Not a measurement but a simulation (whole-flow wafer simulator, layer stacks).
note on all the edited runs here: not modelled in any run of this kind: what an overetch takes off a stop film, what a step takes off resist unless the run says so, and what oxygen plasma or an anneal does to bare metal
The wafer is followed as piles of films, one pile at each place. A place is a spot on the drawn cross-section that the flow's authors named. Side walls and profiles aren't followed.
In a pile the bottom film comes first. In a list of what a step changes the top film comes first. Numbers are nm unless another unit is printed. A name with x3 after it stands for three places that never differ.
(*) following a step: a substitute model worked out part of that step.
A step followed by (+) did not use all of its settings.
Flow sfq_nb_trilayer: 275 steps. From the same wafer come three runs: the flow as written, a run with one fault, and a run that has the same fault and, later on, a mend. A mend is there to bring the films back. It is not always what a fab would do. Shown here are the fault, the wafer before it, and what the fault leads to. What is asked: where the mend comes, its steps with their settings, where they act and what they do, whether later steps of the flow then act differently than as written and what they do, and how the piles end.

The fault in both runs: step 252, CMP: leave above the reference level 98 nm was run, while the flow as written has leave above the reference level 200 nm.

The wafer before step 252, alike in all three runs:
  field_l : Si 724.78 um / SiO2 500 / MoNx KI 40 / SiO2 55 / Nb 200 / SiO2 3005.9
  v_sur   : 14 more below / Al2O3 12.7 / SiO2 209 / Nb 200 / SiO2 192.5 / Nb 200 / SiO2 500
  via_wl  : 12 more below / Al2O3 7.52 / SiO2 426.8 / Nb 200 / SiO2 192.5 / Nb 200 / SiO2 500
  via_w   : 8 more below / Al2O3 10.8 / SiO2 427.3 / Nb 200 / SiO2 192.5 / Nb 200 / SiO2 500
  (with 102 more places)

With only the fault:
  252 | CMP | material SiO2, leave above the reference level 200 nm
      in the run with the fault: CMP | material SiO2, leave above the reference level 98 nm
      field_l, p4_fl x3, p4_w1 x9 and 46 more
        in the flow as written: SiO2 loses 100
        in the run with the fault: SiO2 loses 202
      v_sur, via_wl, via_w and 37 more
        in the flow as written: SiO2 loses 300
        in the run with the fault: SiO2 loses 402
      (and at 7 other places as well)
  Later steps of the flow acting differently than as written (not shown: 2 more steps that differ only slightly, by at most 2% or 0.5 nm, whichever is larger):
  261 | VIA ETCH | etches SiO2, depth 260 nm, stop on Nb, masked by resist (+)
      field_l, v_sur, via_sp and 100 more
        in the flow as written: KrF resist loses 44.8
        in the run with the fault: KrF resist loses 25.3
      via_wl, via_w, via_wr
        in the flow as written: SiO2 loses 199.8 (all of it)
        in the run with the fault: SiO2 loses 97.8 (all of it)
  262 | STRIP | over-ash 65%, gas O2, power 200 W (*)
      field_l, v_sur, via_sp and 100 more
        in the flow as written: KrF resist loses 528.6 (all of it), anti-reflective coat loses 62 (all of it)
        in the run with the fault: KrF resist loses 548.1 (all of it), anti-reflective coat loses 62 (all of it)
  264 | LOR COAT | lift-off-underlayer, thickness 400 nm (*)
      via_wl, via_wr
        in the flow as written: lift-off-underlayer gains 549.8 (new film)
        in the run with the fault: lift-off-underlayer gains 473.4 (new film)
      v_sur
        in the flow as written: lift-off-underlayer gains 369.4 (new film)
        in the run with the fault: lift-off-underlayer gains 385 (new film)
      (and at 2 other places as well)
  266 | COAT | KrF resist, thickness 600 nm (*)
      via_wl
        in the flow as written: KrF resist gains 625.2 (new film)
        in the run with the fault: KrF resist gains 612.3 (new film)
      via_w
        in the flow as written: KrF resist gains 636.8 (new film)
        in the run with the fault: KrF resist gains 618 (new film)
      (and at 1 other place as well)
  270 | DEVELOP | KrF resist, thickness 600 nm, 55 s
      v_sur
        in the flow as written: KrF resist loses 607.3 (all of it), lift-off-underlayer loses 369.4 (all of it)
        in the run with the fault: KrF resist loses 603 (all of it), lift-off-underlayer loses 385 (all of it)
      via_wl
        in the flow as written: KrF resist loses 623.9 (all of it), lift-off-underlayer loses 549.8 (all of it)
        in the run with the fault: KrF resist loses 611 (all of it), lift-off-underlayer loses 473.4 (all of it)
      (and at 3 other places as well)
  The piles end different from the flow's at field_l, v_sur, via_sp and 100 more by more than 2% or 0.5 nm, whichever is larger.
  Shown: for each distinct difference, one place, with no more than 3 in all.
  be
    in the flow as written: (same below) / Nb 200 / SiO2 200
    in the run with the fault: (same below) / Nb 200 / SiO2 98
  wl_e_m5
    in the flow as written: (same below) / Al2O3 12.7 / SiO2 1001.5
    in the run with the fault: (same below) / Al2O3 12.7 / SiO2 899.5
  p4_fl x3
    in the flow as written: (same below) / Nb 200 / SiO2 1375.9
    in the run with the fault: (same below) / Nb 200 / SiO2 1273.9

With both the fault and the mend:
  After step 253 comes the mend.
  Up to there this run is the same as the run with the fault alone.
  253a | PECVD | material SiO2, thickness 102 nm, 150 C, 22.67 s, RF power 183.3 W, pressure 2.4 Torr, precursor SiH4/N2O (the flow's step 251 again, with other settings)
      field_l, v_sur, via_wl and 103 more
        SiO2 gains 102
  None of the later steps of the flow acts differently than as written at any place that is followed.
  By the end, the piles equal the flow's at every place that both follow.
